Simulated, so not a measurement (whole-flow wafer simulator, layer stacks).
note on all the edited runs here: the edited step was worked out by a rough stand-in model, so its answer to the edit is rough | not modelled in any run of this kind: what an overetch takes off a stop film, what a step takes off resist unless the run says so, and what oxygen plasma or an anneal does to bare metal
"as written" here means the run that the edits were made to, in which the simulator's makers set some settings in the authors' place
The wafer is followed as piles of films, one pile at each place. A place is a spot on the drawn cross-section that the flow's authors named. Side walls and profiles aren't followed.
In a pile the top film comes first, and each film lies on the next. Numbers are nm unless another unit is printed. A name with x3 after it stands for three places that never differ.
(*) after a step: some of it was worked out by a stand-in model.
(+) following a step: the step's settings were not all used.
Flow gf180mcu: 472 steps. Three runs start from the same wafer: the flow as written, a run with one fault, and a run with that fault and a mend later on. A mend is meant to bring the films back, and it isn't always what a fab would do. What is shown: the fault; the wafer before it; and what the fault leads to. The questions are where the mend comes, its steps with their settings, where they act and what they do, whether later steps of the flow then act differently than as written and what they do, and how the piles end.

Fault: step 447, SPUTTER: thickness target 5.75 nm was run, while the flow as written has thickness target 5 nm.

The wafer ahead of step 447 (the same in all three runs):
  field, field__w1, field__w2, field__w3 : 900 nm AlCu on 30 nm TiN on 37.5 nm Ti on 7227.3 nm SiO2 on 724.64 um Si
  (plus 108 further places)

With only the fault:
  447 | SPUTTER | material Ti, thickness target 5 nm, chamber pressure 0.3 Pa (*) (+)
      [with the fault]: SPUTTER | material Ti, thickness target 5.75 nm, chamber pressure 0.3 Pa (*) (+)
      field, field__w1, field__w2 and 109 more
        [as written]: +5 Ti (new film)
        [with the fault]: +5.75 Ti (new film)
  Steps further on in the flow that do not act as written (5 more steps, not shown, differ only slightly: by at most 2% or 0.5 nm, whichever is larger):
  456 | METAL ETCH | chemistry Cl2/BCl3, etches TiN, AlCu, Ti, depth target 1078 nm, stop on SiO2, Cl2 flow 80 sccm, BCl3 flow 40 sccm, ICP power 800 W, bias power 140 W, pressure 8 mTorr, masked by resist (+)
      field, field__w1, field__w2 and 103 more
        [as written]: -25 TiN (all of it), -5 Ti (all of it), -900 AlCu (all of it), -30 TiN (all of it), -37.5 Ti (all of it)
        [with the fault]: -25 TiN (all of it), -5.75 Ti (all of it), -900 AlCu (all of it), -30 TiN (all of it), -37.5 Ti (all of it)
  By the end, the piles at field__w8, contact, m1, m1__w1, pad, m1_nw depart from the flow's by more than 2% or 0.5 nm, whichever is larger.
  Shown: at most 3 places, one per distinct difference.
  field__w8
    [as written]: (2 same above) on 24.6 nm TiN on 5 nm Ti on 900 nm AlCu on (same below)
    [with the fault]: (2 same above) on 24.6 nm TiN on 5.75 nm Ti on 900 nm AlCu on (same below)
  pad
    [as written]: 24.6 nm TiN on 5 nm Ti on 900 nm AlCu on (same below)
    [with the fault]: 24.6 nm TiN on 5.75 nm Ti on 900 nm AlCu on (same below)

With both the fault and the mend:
  The mend stands after step 447.
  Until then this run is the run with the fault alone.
  447a | METAL ETCH | chemistry Cl2/BCl3, etches TiN, AlCu, Ti, depth target 0.75 nm, Cl2 flow 80 sccm, BCl3 flow 40 sccm, ICP power 800 W, bias power 140 W, pressure 8 mTorr (the flow's step 260, run once more with other settings)
      field, field__w1, field__w2 and 109 more
        -0.75 Ti
  None of the later steps of the flow acts differently than as written at any place that is followed.
  By the end, the piles equal the flow's at every place that both follow.
